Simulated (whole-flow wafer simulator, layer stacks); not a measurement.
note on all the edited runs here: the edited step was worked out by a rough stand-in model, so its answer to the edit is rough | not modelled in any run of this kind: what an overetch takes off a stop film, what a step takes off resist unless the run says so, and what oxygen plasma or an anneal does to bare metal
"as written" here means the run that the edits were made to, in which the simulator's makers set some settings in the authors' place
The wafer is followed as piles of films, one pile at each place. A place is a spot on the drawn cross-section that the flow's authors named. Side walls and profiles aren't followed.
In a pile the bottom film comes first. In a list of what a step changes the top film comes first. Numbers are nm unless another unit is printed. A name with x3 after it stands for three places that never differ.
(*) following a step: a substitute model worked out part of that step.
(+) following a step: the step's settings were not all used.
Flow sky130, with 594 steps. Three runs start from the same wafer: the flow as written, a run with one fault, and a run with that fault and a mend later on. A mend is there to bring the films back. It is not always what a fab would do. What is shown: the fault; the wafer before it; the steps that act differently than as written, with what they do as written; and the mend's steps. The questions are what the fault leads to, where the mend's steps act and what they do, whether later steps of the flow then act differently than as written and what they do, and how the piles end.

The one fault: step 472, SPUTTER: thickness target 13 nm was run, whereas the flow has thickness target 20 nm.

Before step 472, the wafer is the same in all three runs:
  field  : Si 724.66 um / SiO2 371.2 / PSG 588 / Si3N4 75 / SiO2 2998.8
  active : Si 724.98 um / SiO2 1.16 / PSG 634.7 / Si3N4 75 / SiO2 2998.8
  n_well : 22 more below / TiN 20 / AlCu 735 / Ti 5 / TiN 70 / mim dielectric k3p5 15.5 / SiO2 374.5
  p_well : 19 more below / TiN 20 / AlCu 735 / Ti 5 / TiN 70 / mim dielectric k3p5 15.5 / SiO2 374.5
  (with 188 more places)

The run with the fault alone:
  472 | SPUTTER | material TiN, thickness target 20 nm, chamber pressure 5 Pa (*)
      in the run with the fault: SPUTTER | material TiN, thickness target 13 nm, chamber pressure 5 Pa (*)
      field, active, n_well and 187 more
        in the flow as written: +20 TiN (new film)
        in the run with the fault: +13 TiN (new film)
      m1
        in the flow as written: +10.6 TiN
        in the run with the fault: +6.89 TiN
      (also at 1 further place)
  Later steps of the flow acting differently than as written (1 more step, not shown, differs only slightly: by at most 2% or 0.5 nm, whichever is larger):
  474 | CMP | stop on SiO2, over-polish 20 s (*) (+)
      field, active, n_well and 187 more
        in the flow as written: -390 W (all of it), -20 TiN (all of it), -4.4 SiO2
        in the run with the fault: -390 W (all of it), -13 TiN (all of it), -4.4 SiO2
  The piles end different from the flow's at m1, via3_hole by more than 2% or 0.5 nm, whichever is larger.
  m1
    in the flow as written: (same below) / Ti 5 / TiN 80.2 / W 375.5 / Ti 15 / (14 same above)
    in the run with the fault: (same below) / Ti 5 / TiN 76.5 / W 379.1 / Ti 15 / (14 same above)
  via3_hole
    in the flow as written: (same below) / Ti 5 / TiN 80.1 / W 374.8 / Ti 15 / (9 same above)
    in the run with the fault: (same below) / Ti 5 / TiN 76.5 / W 378.5 / Ti 15 / (9 same above)

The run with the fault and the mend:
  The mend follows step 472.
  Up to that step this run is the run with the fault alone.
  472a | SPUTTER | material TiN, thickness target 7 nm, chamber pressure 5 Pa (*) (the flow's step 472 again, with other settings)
      field, active, n_well and 187 more
        +7 TiN
      m1
        +3.68 TiN
      via3_hole
        +3.65 TiN
  Later steps of the flow that are run all act as written at every place that is followed.
  When the end is reached, the piles differ only a little from the flow's at the places that both follow, at most by 2% or 0.5 nm, whichever is larger.
